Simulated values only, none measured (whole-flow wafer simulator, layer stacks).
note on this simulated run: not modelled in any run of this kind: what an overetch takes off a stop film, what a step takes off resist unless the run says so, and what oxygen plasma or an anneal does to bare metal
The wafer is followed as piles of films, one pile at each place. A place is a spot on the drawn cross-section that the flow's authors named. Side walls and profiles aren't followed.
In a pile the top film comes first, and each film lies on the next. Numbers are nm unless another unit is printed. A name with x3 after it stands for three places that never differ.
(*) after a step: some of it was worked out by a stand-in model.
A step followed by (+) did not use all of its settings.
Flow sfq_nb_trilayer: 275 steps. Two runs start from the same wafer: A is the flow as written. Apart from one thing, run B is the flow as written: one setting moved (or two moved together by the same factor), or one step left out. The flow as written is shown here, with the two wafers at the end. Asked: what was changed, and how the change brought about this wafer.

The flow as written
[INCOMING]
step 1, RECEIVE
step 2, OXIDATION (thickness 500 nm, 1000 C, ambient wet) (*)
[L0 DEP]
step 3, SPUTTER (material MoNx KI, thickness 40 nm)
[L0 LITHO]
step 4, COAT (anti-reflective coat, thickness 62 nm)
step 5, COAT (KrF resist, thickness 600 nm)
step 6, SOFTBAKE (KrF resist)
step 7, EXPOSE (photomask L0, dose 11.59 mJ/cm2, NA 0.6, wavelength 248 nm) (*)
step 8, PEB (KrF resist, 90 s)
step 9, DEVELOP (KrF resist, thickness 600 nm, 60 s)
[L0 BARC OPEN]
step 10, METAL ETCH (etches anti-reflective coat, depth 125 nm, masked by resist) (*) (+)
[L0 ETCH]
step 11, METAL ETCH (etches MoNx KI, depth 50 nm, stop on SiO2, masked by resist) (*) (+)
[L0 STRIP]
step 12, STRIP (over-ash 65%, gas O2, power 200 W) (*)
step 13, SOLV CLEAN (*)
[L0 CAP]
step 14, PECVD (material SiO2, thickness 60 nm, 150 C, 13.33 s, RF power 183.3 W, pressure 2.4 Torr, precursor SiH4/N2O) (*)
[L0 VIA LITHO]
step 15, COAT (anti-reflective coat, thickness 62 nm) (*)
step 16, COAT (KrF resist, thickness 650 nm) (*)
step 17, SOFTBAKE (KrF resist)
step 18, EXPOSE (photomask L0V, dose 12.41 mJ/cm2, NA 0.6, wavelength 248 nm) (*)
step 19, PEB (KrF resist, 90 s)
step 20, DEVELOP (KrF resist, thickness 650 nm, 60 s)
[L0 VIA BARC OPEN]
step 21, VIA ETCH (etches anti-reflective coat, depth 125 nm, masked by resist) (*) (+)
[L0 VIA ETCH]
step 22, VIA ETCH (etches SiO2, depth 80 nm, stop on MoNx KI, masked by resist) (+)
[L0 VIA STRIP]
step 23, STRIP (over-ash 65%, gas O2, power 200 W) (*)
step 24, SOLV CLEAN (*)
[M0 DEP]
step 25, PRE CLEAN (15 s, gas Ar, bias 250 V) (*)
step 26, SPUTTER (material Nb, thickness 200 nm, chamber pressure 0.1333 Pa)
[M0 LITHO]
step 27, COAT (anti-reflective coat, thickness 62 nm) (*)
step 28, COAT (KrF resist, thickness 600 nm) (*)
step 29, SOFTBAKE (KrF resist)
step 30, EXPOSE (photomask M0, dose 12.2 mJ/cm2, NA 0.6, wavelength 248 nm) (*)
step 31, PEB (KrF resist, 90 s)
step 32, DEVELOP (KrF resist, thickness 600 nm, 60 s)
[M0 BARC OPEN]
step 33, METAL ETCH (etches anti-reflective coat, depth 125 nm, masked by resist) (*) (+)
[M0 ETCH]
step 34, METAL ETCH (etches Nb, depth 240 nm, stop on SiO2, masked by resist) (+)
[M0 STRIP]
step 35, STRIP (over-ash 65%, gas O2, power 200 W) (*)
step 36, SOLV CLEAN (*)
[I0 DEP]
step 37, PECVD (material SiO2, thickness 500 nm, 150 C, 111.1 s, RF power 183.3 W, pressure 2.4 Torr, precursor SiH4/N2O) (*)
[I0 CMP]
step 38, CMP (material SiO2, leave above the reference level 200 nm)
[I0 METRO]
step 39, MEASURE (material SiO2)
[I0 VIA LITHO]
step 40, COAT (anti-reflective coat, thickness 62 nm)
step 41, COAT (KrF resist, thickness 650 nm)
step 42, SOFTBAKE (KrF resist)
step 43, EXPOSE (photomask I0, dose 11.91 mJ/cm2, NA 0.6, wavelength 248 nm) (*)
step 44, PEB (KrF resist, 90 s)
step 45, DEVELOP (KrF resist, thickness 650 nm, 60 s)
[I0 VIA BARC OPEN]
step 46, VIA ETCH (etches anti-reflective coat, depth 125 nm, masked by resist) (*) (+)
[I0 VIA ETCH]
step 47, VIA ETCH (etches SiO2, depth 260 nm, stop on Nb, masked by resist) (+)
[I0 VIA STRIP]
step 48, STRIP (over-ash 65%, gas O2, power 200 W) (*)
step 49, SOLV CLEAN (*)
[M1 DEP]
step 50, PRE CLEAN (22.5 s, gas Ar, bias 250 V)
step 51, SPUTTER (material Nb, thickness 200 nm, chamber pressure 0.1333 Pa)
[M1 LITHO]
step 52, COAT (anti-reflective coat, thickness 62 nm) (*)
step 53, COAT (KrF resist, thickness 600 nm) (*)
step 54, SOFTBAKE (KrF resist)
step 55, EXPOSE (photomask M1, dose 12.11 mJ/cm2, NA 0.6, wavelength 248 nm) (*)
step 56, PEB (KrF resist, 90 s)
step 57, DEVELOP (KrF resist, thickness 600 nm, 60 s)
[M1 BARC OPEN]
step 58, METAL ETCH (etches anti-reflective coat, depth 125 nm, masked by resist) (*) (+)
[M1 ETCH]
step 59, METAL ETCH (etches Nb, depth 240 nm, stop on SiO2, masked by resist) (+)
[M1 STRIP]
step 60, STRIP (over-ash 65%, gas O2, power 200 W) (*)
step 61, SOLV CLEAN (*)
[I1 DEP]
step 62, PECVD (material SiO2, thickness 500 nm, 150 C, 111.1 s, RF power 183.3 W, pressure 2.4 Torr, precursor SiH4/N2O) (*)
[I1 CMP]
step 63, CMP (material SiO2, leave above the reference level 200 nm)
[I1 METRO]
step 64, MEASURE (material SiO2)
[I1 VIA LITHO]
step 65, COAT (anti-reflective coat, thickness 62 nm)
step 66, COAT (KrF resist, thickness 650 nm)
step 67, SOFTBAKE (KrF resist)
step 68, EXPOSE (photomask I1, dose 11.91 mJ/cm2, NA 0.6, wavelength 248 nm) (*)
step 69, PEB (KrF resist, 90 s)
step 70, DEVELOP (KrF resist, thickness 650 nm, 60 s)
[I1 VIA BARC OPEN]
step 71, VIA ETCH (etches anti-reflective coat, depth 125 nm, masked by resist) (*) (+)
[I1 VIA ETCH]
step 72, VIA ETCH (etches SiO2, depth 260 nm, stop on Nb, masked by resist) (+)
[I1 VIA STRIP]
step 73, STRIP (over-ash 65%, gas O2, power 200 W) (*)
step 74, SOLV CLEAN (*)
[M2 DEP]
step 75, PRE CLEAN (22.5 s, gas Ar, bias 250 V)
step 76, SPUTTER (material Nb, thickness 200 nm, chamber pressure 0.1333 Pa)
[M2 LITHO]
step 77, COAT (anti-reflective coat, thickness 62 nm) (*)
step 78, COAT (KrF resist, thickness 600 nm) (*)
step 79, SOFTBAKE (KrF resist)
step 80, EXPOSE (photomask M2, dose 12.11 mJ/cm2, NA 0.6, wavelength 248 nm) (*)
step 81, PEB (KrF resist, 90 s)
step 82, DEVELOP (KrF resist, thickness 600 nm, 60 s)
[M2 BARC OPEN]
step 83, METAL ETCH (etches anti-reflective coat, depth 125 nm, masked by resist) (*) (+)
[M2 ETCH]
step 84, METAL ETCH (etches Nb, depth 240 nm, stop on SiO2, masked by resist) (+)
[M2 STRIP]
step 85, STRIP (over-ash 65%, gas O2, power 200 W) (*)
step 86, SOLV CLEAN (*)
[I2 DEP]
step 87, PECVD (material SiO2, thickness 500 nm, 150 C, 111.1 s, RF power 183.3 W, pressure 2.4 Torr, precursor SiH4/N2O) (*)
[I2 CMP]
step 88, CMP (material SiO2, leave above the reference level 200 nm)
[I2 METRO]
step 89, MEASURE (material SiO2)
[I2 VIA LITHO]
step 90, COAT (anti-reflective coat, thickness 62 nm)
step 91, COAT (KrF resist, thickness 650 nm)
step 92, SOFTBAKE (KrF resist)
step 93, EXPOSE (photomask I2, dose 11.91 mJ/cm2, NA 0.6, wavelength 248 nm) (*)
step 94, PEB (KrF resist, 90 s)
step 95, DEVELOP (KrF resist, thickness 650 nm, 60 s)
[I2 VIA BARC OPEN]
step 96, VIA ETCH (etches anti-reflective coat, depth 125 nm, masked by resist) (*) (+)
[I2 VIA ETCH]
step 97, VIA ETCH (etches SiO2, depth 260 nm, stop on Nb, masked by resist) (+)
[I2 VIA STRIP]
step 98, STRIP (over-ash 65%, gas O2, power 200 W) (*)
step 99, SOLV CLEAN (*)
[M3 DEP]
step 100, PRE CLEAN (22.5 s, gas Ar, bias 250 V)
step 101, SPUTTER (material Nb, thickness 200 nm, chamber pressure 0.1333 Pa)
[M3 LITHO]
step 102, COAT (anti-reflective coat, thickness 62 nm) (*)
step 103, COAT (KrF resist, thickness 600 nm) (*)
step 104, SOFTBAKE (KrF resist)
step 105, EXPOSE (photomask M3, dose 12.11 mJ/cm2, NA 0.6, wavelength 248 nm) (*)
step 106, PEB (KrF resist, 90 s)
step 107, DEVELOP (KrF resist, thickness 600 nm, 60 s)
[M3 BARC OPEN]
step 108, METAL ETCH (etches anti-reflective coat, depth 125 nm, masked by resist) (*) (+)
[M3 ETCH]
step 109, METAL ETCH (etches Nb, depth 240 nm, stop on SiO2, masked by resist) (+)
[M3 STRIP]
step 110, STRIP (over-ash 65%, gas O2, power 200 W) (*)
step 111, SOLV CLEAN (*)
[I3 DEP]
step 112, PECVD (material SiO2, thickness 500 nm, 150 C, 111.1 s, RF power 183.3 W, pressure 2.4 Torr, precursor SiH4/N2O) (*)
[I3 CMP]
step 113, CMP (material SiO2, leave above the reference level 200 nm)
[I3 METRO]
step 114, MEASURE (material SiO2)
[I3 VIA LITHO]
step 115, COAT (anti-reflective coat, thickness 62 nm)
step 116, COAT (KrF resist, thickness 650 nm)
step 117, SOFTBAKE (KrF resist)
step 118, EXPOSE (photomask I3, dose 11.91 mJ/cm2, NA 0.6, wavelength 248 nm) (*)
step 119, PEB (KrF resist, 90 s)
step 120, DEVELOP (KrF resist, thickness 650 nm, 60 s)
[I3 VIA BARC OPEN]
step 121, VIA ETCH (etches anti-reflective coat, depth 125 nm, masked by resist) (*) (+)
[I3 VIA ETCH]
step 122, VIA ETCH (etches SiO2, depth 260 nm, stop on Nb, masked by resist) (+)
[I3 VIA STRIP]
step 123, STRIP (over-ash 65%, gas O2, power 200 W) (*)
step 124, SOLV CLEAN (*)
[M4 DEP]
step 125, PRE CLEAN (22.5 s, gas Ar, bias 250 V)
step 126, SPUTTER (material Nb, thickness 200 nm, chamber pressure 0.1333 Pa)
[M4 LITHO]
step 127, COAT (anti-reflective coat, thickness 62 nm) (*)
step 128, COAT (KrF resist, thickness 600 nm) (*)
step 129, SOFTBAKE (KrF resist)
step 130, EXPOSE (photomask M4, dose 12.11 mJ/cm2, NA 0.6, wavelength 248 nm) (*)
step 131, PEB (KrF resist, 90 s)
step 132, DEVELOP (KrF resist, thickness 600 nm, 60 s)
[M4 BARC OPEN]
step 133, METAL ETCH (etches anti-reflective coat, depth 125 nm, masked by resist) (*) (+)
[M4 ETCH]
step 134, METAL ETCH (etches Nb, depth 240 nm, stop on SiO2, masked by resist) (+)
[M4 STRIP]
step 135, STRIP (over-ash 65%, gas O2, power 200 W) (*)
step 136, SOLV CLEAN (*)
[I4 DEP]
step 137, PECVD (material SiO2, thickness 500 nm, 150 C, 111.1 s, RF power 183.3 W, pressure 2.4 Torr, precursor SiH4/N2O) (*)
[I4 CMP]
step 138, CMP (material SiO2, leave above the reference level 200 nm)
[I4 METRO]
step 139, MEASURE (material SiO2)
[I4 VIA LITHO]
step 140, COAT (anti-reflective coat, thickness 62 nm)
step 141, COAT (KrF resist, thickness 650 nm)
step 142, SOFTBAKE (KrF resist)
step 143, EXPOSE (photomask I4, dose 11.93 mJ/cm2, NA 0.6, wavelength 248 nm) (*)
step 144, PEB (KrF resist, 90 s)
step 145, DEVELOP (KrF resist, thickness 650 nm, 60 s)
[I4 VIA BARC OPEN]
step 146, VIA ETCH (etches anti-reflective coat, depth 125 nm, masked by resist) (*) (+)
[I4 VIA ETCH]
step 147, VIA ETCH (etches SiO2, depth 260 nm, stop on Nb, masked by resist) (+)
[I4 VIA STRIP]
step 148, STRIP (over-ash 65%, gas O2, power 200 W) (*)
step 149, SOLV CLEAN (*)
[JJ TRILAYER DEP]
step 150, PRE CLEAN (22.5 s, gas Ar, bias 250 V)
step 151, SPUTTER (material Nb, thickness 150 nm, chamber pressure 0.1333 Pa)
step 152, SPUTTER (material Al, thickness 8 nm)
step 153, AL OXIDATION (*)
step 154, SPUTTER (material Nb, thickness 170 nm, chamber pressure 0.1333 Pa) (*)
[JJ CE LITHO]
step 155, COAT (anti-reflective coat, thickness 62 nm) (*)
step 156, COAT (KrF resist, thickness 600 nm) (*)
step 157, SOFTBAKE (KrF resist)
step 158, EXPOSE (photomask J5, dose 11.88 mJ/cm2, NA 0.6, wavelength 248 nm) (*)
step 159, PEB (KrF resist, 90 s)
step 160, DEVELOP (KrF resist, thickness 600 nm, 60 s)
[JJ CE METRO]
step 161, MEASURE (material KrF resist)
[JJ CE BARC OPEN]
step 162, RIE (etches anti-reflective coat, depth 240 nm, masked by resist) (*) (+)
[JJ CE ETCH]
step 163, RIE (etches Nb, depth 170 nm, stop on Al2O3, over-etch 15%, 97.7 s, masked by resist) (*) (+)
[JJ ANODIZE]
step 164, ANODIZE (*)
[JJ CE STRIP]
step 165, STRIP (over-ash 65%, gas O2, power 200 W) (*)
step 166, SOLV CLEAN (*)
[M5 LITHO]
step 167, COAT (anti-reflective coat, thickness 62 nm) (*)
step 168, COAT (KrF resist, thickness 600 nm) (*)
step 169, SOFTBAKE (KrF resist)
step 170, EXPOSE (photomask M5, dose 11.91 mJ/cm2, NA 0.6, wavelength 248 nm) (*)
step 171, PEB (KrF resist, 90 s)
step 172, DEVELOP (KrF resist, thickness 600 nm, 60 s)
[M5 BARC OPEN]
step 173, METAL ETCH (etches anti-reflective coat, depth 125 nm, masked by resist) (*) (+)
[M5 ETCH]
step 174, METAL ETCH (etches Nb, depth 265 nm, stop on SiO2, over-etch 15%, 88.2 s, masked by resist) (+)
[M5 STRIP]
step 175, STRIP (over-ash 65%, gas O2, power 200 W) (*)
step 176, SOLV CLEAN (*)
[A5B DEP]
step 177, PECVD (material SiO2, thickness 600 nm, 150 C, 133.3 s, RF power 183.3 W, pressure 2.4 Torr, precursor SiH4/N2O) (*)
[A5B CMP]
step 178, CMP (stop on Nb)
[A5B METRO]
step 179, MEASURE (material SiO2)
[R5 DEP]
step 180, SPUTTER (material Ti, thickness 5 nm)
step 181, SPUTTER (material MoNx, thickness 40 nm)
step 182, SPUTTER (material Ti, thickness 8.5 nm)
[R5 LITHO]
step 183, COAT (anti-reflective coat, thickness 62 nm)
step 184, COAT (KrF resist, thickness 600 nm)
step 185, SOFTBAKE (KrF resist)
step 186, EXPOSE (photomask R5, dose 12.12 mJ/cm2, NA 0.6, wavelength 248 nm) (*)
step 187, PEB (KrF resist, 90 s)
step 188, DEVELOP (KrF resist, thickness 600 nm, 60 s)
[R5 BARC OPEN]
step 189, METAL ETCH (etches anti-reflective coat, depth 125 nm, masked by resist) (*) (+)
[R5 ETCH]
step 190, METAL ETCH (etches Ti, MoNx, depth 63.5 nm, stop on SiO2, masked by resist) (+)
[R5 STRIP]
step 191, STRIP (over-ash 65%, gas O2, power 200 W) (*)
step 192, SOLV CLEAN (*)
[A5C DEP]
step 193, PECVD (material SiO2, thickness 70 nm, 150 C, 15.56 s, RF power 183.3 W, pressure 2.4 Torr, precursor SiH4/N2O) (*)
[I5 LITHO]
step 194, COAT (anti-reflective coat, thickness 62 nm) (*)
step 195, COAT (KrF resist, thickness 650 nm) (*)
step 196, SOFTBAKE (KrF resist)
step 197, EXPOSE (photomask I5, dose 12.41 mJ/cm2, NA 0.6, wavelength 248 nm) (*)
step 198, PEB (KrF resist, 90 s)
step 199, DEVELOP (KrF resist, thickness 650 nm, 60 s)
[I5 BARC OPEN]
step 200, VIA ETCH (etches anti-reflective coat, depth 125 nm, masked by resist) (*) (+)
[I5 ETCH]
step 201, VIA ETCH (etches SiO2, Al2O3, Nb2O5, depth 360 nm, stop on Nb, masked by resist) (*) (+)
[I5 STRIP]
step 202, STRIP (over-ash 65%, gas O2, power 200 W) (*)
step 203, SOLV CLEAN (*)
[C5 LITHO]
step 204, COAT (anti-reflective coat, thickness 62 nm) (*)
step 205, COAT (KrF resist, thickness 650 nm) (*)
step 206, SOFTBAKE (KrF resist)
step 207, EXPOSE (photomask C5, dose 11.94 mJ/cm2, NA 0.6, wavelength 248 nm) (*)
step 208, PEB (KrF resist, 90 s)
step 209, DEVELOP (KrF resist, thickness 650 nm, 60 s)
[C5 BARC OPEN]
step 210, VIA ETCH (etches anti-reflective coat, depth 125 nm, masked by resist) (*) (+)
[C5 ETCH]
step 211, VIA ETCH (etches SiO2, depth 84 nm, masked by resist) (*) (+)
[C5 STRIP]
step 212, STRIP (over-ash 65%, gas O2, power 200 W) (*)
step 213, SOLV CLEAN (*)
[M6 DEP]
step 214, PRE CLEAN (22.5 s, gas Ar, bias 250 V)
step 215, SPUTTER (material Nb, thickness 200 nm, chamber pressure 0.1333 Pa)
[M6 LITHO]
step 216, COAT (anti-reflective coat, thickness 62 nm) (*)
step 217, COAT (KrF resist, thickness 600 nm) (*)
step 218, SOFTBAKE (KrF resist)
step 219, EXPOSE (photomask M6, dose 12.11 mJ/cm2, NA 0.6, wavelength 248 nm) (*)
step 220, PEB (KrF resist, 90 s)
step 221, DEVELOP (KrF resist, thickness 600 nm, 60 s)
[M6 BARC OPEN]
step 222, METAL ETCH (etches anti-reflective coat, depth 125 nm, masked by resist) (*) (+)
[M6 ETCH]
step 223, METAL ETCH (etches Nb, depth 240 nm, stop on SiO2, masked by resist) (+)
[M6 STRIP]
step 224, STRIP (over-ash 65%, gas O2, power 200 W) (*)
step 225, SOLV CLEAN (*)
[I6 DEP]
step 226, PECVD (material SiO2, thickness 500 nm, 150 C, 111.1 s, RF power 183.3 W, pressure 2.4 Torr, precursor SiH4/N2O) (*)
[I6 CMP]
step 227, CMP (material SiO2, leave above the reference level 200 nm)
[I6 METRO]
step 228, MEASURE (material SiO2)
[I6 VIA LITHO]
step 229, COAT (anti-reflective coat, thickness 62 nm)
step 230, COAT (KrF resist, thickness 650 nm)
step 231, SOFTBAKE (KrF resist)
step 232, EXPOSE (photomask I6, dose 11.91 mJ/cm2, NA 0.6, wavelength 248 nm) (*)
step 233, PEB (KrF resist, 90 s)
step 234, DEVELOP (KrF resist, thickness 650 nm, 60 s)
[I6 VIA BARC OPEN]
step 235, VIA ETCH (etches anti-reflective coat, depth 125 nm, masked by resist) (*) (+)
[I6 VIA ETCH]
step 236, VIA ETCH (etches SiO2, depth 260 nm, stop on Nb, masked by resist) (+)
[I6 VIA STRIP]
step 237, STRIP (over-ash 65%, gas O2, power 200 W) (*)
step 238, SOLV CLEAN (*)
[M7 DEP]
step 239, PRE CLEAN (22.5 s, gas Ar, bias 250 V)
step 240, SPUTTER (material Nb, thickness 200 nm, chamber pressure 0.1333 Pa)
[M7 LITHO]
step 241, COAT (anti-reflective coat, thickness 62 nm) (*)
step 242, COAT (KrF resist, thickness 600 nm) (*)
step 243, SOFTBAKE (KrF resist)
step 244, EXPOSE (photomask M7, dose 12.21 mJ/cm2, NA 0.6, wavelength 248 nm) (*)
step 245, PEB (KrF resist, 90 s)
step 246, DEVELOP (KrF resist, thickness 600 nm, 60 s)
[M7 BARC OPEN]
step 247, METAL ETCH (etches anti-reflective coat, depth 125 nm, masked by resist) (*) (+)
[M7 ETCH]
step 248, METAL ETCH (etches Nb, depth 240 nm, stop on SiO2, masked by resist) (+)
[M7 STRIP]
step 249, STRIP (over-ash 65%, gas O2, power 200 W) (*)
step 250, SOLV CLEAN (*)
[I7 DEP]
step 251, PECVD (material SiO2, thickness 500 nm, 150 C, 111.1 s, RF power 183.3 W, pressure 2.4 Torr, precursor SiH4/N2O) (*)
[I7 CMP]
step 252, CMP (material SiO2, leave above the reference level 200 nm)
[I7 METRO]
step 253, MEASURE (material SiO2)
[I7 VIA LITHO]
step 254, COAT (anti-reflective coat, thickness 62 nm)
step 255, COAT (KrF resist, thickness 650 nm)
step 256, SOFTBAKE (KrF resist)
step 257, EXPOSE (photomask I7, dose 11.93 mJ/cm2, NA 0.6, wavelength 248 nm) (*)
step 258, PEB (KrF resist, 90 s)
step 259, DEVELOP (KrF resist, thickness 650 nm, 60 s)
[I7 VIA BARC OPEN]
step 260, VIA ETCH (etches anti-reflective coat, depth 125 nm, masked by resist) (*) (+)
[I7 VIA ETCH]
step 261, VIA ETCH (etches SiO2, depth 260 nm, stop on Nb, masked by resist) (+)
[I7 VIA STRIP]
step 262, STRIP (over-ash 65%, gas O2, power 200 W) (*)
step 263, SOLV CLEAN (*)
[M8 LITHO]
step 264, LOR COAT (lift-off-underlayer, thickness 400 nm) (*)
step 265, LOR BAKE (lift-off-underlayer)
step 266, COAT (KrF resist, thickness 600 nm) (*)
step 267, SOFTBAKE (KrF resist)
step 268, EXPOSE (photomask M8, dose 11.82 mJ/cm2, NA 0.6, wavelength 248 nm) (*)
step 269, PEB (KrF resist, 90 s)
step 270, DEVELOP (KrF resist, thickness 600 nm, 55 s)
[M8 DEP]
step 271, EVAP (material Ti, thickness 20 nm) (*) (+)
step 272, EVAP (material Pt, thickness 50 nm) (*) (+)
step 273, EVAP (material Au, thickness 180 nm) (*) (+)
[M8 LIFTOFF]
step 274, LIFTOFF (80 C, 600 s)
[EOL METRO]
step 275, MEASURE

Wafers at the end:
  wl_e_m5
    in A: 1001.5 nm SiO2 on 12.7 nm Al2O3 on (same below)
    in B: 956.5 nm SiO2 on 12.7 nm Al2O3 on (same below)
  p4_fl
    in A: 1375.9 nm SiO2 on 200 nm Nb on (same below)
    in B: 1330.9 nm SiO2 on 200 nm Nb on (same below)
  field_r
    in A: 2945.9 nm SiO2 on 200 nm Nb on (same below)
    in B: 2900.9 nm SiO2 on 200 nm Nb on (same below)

Cause: step 240, SPUTTER: thickness 155 nm was run, whereas the flow has thickness 200 nm.

Step by step, how the change led to this:
  step 240, SPUTTER (material Nb, thickness 200 nm, chamber pressure 0.1333 Pa)
      field_l, v_sur, via_wl and 102 more: A Nb gains 200 (new film) | B Nb gains 155 (new film)
      via_v: A Nb gains 161.1 | B Nb gains 124.7
  step 248, METAL ETCH (etches Nb, depth 240 nm, stop on SiO2, masked by resist) (+)
      field_l, field_r, lsp_l and 62 more: A Nb loses 200 (all of it) | B Nb loses 155 (all of it)
      v_sur, via_wl, via_w and 38 more: A KrF resist loses 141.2 | B KrF resist loses 136.8
  step 251, PECVD (material SiO2, thickness 500 nm, 150 C, 111.1 s, RF power 183.3 W, pressure 2.4 Torr, precursor SiH4/N2O) (*)
      m7r_space_l, m7r_space_r: A SiO2 gains 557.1 | B SiO2 gains 512.1
      via_v: A SiO2 gains 621 (new film) | B SiO2 gains 607.6 (new film)
  step 252, CMP (material SiO2, leave above the reference level 200 nm)
      field_l, p4_fl, p4_fm and 56 more: A SiO2 loses 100 | B SiO2 loses 145
      field_r, lsp_l: A SiO2 loses 77.7 | B SiO2 loses 127.7
      (as well as at 3 more places)
